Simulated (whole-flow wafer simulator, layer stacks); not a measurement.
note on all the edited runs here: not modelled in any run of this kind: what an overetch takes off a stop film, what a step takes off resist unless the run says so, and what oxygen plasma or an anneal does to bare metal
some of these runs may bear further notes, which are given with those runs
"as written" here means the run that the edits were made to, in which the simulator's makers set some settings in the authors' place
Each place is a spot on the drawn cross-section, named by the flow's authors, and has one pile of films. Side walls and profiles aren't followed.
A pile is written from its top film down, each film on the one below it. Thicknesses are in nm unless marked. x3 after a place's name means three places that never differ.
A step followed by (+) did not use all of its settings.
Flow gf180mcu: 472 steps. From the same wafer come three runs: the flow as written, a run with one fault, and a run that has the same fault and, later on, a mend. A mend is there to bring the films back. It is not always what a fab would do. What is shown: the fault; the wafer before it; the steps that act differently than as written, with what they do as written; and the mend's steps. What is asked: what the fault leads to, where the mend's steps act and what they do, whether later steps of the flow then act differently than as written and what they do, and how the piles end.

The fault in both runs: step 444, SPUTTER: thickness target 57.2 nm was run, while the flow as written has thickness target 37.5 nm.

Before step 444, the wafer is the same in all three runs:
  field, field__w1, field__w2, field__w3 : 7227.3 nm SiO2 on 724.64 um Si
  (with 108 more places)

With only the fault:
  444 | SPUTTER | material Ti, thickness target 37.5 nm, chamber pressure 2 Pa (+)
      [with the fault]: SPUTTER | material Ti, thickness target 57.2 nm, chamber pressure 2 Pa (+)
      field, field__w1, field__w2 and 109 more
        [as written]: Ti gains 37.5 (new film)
        [with the fault]: Ti gains 57.2 (new film)
  Steps further on in the flow that do not act as written (4 more steps, not shown, differ only slightly: by at most 2% or 0.5 nm, whichever is larger):
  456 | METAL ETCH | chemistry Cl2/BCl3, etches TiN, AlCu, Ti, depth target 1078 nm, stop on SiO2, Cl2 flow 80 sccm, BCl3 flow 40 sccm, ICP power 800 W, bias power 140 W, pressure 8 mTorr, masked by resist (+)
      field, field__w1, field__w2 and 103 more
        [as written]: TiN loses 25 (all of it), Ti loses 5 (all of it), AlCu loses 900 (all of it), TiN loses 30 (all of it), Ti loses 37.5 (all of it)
        [with the fault]: TiN loses 25 (all of it), Ti loses 5 (all of it), AlCu loses 900 (all of it), TiN loses 30 (all of it), Ti loses 57.2 (all of it)
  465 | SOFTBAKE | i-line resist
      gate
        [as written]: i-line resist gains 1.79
        [with the fault]: i-line resist loses 0.21
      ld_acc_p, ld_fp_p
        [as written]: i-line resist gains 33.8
        [with the fault]: i-line resist gains 27.7
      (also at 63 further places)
  At field__w8, contact, m1, m1__w1, pad, m1_nw, the piles at the end differ from the flow's by more than 2% or 0.5 nm, whichever is larger.
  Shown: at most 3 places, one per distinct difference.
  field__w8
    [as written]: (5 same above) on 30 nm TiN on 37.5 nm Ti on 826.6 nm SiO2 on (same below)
    [with the fault]: (5 same above) on 30 nm TiN on 57.2 nm Ti on 826.6 nm SiO2 on (same below)
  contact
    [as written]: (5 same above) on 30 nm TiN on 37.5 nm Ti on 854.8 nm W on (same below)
    [with the fault]: (5 same above) on 30 nm TiN on 57.2 nm Ti on 854.8 nm W on (same below)
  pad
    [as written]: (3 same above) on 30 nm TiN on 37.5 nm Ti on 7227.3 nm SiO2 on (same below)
    [with the fault]: (3 same above) on 30 nm TiN on 57.2 nm Ti on 7227.3 nm SiO2 on (same below)

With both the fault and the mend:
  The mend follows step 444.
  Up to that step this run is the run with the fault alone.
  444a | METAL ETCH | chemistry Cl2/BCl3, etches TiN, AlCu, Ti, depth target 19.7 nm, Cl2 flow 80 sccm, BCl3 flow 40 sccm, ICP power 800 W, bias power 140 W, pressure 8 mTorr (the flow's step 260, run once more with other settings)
      field, field__w1, field__w2 and 109 more
        Ti loses 19.7
  Every later step of the flow that is run acts as written at every place that is followed.
  The piles end the same as the flow's at every place that both follow.
